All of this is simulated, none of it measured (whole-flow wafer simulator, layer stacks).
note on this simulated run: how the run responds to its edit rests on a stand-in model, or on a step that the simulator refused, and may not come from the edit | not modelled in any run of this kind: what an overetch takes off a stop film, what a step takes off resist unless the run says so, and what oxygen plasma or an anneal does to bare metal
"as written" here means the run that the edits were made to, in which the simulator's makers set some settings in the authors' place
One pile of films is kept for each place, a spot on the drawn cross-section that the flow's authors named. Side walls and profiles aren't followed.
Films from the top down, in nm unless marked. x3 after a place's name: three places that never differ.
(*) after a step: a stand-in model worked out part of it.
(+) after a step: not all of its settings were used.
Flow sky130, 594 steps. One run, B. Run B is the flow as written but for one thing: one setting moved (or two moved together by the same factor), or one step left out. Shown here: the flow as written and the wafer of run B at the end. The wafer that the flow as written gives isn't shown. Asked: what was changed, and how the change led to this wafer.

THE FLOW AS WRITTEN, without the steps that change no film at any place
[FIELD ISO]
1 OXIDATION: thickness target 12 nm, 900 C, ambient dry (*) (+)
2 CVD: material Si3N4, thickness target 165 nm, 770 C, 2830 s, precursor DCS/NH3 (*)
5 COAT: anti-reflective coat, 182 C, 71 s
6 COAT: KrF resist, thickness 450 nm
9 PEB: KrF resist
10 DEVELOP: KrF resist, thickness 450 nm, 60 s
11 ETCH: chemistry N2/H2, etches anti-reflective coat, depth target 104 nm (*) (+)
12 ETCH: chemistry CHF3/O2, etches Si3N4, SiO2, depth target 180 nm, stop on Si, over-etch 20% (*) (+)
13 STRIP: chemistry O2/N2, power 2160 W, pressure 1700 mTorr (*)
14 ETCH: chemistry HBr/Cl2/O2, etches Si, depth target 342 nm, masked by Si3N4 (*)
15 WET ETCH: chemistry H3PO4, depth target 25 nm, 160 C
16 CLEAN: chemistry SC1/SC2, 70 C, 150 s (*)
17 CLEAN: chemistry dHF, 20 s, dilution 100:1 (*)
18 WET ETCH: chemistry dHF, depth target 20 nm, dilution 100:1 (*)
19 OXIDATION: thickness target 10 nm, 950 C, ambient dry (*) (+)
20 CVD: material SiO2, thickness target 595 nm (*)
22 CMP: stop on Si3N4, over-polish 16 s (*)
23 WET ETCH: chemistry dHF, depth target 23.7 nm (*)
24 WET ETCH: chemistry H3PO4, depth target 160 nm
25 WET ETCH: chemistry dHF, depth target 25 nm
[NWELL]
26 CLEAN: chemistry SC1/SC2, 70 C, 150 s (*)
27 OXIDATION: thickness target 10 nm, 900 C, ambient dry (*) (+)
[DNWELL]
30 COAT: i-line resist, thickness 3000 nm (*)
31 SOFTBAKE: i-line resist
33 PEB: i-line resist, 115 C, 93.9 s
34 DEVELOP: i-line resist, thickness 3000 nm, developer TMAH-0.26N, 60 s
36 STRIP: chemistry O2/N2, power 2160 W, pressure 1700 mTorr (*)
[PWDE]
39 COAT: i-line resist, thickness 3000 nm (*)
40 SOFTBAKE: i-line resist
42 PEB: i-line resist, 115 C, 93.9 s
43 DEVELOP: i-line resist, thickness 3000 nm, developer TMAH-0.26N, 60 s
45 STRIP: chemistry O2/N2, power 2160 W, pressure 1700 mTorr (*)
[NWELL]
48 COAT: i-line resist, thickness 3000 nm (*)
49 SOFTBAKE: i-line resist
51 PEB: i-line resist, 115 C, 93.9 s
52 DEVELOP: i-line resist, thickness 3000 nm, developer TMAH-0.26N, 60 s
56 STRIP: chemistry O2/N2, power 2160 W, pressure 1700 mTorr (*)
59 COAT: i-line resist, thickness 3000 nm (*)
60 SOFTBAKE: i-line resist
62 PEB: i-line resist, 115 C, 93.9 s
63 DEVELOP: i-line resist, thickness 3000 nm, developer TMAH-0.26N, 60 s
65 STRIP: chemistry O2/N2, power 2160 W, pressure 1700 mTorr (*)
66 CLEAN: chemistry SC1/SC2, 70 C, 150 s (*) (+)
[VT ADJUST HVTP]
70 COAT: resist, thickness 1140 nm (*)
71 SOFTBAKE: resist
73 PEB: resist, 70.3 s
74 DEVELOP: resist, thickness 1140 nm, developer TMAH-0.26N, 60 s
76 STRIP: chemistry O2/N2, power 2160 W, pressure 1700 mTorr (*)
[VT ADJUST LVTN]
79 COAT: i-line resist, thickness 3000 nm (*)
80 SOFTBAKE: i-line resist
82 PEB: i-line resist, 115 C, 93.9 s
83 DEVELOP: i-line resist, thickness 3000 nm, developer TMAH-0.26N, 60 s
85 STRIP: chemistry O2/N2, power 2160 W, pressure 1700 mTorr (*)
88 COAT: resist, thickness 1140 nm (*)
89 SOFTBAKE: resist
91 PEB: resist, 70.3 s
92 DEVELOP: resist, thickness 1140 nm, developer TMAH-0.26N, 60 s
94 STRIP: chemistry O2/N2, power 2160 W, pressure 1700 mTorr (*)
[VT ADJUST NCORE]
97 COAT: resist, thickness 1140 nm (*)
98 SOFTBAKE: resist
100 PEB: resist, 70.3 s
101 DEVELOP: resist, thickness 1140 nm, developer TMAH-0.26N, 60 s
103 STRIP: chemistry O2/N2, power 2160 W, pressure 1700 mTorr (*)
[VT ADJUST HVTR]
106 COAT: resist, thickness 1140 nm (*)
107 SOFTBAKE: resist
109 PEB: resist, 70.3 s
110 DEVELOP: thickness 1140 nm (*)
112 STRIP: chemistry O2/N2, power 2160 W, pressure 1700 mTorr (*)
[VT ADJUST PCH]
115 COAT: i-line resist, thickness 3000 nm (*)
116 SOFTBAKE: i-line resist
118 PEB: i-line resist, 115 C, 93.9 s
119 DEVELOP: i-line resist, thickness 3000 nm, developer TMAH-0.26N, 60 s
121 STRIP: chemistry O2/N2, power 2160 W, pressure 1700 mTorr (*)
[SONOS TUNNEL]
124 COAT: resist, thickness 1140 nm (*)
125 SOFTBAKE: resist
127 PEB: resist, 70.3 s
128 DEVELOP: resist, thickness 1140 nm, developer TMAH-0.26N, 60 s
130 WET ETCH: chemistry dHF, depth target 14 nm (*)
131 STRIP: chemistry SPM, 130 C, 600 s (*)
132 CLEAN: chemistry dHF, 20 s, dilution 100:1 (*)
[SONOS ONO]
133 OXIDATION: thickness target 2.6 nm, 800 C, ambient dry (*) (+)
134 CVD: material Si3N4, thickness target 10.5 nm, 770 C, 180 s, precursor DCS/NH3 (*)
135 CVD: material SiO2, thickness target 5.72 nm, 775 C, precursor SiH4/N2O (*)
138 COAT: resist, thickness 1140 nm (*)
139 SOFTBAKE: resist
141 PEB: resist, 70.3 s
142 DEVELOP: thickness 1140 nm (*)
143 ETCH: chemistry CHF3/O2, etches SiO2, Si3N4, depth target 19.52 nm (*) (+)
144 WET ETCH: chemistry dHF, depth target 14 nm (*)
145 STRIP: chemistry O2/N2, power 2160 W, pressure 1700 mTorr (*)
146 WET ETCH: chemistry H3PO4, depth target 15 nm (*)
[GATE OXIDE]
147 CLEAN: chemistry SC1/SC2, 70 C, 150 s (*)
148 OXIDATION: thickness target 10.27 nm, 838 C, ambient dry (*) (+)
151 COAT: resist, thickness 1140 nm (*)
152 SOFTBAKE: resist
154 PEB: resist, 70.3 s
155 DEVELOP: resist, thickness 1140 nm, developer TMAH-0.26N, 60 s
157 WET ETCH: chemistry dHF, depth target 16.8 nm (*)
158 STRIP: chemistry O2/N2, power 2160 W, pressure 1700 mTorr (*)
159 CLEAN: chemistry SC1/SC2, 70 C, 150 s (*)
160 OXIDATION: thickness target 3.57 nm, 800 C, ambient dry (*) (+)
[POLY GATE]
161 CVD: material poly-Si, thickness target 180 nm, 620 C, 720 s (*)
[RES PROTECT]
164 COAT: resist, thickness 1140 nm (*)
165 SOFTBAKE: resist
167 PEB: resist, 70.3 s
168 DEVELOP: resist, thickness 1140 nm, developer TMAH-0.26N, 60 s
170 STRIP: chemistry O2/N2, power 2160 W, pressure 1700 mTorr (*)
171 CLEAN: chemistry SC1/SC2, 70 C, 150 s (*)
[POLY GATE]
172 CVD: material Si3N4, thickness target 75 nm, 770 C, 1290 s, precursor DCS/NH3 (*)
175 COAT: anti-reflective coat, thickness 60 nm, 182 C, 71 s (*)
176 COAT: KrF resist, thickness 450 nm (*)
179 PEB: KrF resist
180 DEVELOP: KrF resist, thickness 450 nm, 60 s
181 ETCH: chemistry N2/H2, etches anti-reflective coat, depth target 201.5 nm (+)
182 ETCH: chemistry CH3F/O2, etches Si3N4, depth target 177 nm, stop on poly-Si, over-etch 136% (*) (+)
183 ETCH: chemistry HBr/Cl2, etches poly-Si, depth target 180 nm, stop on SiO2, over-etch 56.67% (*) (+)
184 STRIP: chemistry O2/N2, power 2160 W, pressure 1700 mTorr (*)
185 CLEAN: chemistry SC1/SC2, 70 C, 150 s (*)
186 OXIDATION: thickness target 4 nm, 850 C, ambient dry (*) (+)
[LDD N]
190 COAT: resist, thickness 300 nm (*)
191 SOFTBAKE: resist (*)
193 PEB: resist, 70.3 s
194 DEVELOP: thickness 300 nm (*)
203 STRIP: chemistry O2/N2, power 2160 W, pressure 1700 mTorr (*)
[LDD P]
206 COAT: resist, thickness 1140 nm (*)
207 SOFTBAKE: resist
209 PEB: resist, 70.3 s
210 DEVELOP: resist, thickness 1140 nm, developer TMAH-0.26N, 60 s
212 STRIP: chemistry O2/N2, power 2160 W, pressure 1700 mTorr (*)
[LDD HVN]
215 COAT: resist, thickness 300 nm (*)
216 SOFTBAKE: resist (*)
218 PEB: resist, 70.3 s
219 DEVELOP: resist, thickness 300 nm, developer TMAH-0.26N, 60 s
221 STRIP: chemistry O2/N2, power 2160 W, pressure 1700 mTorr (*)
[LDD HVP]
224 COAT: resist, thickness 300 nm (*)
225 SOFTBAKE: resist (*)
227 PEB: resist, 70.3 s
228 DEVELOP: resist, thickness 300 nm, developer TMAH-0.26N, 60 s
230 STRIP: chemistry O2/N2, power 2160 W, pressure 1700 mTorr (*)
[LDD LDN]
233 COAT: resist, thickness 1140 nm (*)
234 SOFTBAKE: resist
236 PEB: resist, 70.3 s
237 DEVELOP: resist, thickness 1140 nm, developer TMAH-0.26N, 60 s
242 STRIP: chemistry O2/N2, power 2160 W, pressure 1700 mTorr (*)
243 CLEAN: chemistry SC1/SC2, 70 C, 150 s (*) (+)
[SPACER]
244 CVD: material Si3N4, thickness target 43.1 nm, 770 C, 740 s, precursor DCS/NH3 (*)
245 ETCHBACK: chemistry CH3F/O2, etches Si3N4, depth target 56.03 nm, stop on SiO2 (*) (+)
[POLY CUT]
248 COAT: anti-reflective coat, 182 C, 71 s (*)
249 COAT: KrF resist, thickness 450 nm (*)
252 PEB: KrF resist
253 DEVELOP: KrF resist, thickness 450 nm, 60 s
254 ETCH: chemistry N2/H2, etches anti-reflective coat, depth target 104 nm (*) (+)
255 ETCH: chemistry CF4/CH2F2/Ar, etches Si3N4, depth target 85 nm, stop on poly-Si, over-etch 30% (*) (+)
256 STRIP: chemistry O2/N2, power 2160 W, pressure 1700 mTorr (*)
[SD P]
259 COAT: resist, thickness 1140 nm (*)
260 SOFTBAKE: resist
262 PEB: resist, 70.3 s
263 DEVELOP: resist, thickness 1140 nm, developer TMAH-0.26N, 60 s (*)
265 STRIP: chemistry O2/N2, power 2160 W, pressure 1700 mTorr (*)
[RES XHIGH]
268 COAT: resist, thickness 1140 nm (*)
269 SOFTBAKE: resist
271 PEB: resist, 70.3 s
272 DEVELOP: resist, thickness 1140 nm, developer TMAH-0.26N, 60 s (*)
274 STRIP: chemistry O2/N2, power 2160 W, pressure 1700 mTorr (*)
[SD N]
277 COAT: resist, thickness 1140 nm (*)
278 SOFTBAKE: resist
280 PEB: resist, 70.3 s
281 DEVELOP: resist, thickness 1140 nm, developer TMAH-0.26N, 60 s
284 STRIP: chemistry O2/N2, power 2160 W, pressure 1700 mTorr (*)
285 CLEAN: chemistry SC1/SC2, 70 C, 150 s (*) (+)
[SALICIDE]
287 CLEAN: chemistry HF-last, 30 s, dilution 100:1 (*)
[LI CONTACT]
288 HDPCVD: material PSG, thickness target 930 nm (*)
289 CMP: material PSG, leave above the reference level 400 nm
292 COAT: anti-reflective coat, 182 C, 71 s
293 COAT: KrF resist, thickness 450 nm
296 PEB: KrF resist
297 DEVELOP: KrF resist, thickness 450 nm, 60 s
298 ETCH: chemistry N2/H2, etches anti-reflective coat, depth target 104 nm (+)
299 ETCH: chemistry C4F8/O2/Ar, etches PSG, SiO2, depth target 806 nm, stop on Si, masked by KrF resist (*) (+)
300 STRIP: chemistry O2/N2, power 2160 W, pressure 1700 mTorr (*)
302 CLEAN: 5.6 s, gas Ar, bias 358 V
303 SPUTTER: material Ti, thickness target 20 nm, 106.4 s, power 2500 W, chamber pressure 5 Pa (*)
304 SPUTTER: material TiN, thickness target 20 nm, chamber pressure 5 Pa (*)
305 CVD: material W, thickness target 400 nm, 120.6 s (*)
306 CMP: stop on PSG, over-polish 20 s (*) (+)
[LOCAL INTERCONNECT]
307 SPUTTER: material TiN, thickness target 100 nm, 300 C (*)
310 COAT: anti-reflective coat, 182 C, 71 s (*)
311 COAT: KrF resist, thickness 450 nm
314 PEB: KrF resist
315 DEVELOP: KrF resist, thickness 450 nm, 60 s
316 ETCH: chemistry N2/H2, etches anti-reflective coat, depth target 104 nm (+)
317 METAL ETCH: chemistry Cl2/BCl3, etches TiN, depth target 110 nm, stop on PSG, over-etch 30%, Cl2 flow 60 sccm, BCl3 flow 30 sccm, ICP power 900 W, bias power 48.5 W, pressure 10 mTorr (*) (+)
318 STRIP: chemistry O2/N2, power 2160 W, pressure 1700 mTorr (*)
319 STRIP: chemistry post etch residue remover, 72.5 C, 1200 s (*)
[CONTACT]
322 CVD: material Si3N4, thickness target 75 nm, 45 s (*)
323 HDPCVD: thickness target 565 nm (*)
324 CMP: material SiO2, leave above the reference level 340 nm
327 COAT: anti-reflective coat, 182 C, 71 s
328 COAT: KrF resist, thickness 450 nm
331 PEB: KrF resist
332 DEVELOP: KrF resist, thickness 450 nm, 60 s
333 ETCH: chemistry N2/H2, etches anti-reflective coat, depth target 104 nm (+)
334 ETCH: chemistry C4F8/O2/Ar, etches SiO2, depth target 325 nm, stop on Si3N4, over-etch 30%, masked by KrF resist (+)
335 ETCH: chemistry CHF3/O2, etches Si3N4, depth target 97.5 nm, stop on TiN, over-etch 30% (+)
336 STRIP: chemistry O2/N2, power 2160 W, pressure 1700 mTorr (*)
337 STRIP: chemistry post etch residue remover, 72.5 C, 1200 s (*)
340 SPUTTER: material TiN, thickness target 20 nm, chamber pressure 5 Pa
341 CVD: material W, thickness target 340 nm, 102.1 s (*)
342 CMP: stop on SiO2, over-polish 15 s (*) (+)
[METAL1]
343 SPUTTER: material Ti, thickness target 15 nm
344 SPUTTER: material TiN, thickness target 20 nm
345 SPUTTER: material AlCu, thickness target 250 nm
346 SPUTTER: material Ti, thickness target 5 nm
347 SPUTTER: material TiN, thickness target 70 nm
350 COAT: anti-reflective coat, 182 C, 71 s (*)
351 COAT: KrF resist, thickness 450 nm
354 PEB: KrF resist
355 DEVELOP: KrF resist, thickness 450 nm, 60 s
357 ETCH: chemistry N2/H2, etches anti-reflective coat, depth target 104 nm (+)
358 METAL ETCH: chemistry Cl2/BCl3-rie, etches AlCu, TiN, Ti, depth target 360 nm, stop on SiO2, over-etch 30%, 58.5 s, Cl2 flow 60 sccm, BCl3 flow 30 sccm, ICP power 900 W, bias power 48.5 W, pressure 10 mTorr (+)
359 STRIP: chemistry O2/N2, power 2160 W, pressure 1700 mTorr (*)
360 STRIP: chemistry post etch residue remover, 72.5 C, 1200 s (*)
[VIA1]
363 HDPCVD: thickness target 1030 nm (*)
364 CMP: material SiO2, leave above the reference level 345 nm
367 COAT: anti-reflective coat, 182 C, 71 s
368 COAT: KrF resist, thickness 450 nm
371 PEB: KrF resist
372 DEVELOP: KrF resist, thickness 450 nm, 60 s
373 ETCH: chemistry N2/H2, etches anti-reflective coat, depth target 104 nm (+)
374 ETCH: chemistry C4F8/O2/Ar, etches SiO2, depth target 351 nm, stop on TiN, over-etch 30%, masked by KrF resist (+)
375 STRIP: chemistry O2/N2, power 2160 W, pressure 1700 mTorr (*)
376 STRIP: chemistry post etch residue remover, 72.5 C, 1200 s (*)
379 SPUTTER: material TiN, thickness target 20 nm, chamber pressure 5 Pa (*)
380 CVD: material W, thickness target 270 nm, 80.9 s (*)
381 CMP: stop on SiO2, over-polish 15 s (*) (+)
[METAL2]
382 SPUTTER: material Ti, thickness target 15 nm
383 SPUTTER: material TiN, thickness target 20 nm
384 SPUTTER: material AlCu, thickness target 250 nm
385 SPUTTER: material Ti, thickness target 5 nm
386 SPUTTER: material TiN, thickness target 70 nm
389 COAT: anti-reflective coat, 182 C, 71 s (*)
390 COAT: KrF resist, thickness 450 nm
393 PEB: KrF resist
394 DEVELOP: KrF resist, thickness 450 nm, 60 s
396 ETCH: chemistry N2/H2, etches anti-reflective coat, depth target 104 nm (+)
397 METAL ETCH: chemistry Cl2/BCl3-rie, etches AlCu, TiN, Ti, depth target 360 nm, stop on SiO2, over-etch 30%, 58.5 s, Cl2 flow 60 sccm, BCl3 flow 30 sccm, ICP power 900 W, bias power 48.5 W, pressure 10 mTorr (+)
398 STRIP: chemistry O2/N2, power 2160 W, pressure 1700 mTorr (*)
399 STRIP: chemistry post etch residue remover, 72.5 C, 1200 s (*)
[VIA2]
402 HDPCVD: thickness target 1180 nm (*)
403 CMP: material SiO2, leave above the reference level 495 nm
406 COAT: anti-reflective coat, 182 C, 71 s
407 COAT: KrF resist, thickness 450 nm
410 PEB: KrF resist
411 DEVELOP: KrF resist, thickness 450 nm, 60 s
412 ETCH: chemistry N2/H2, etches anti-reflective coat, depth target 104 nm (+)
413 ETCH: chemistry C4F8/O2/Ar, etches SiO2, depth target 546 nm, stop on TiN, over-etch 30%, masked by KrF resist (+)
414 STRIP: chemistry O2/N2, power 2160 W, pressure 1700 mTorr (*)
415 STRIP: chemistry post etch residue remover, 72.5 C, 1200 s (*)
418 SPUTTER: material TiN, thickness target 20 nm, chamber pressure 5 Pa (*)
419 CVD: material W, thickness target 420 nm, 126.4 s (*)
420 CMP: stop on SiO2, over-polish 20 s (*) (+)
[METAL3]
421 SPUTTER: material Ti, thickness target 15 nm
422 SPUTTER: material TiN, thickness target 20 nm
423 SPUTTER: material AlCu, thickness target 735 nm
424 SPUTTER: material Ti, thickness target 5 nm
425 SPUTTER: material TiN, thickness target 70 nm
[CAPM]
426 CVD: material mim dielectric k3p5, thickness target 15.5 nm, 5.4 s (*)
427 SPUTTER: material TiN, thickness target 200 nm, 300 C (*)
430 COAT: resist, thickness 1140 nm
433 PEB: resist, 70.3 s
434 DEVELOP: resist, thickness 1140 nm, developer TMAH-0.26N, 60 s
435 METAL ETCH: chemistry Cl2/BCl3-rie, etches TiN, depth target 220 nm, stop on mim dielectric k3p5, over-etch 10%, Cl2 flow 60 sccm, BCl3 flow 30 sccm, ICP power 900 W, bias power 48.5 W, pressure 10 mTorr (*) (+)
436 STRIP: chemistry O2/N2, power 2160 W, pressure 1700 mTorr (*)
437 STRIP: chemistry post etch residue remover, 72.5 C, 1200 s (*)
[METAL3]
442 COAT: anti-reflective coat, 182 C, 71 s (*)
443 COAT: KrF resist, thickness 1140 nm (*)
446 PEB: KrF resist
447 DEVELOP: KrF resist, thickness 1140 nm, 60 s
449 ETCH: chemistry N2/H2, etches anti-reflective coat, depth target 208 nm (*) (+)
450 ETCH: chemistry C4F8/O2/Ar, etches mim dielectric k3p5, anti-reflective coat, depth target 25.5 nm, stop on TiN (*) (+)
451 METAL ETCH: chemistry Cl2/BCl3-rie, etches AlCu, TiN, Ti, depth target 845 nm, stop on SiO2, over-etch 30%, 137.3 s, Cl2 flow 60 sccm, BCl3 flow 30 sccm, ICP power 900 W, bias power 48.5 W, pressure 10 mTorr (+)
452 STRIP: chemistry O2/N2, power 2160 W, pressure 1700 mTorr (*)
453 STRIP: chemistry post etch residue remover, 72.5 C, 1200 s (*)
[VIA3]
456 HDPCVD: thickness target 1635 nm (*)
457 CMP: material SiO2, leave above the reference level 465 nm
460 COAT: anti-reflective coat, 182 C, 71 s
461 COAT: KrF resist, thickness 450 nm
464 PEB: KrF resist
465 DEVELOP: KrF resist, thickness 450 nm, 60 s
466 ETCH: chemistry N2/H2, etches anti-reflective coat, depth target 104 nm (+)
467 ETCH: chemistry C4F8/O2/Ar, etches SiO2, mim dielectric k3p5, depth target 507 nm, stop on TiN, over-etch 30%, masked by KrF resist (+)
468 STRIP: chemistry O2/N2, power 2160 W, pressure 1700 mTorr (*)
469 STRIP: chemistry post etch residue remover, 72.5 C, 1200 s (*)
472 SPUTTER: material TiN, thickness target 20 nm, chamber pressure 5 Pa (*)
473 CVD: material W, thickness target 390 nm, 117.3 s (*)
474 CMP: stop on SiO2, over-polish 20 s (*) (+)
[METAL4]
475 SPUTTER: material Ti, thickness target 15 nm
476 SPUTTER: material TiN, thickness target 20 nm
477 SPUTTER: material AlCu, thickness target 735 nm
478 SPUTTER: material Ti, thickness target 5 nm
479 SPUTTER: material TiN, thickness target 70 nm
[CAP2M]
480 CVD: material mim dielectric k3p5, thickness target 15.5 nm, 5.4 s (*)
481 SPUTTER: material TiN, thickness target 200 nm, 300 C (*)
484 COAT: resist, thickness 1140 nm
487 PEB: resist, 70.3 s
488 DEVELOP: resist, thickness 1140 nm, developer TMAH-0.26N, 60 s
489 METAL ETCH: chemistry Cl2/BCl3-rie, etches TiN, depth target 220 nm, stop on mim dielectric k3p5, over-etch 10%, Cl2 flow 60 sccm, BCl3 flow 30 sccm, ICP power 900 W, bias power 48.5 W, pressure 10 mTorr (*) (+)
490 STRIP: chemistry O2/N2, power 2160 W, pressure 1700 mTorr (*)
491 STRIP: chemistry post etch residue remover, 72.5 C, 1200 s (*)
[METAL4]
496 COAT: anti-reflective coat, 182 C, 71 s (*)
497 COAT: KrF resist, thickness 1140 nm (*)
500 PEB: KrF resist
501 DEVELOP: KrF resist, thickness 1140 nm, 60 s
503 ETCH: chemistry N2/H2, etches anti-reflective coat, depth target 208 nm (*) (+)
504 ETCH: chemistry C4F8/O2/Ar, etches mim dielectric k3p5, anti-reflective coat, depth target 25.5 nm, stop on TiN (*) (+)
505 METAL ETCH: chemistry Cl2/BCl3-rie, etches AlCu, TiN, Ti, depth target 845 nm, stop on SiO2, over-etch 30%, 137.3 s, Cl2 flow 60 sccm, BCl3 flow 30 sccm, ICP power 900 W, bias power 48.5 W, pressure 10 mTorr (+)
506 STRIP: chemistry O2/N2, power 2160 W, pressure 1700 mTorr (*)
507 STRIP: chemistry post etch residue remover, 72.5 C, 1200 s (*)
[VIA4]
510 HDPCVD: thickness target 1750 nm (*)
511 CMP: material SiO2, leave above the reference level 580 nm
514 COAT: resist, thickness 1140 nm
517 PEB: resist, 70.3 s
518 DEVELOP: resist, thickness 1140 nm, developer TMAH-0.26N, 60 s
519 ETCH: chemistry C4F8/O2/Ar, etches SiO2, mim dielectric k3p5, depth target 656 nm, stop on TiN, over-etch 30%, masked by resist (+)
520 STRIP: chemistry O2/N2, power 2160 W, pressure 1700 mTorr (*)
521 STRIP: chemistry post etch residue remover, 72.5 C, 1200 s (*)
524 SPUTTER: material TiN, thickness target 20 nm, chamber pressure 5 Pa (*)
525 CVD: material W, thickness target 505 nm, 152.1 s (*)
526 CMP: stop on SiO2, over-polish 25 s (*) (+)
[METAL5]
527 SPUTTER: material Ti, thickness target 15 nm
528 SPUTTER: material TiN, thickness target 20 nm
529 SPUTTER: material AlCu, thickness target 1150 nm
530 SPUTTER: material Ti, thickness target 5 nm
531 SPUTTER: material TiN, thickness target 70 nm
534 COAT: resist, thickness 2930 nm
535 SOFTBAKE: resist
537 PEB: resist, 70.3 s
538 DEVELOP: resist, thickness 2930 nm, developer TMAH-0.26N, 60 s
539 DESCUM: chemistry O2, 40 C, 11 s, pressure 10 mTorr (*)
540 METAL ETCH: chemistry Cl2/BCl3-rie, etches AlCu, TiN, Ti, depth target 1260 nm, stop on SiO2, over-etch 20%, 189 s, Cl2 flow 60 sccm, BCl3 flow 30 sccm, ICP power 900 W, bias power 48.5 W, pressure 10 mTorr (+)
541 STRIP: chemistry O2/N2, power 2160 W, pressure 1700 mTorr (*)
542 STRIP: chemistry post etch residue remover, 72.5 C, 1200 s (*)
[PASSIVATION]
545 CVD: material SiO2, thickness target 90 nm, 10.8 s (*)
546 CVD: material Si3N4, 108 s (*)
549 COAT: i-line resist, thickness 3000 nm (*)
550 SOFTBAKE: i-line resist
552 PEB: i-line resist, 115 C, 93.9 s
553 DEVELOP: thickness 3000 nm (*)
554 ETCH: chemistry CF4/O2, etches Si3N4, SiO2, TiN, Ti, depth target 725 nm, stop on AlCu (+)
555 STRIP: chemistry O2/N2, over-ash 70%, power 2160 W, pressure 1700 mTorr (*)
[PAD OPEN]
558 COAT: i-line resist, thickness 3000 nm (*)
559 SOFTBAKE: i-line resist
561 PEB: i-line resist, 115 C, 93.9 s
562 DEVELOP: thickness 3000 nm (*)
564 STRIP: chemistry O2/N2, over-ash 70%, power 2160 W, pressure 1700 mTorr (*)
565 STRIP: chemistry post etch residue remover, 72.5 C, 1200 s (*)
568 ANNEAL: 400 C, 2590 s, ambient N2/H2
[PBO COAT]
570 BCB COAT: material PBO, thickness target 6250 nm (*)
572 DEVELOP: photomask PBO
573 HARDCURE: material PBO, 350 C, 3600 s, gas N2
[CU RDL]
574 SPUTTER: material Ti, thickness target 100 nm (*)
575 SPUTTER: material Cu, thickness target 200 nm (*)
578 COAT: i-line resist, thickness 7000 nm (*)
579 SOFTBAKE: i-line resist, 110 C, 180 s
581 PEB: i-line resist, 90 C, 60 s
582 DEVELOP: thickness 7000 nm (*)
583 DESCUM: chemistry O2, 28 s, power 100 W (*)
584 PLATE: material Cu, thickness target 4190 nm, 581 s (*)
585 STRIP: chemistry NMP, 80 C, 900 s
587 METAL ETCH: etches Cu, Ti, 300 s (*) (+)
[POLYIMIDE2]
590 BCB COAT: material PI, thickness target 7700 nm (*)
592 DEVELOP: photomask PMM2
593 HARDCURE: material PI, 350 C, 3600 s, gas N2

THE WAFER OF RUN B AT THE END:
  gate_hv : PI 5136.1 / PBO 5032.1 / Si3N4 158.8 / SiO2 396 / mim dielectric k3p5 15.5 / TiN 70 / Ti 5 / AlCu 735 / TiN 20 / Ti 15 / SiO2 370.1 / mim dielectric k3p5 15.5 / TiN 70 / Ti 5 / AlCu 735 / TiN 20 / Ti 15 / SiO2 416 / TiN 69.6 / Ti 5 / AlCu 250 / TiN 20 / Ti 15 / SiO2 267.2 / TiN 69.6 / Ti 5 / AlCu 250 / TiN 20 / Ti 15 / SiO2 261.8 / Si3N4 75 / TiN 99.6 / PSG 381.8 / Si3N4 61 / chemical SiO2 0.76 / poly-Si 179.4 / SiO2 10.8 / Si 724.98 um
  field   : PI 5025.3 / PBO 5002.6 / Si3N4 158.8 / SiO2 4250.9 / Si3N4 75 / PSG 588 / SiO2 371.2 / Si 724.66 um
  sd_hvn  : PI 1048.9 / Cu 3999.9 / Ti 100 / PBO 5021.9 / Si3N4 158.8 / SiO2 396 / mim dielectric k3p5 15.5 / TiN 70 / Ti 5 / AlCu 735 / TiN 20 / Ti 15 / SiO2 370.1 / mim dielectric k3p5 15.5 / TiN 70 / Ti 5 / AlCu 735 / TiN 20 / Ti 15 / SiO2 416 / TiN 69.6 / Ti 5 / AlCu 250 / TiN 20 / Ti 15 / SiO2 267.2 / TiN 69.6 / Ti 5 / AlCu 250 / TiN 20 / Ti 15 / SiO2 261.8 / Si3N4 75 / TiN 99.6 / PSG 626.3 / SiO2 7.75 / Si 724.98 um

The cause: step 511, CMP: leave above the reference level 392 nm was run, where the flow has leave above the reference level 580 nm.

How the change led to this, step by step:
  511 CMP: material SiO2, leave above the reference level 580 nm
      n_well, p_well, gate_hv and 99 more: SiO2 -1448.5 (as written it would be: SiO2 -1260.5)
      field, active, gate and 77 more: SiO2 -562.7 (as written it would be: SiO2 -374.7)
      (and at 11 more places)
  519 ETCH: chemistry C4F8/O2/Ar, etches SiO2, mim dielectric k3p5, depth target 656 nm, stop on TiN, over-etch 30%, masked by resist (+)
      field, active, n_well and 188 more: resist -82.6 (as written it would be: resist -131.2)
      m1: SiO2 -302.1 (all of it), mim dielectric k3p5 -15.5 (all of it) (as written it would be: SiO2 -490.1 (all of it), mim dielectric k3p5 -15.5 (all of it))
      (and at 1 more place)
  520 STRIP: chemistry O2/N2, power 2160 W, pressure 1700 mTorr (*)
      field, active, n_well and 188 more: resist -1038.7 (all of it) (as written it would be: resist -990.1 (all of it))
  524 SPUTTER: material TiN, thickness target 20 nm, chamber pressure 5 Pa (*)
      m1, via4_hole: TiN +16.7 (as written it would be: TiN +15.3)
  525 CVD: material W, thickness target 505 nm, 152.1 s (*)
      m1: W +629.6 (new film) (as written it would be: W +1015.8 (new film))
      via4_hole: W +630.7 (new film) (as written it would be: W +1015.2 (new film))
  526 CMP: stop on SiO2, over-polish 25 s (*) (+)
      m1: W -335.9 (as written it would be: W -532.7)
      via4_hole: W -337.7 (as written it would be: W -532.7)
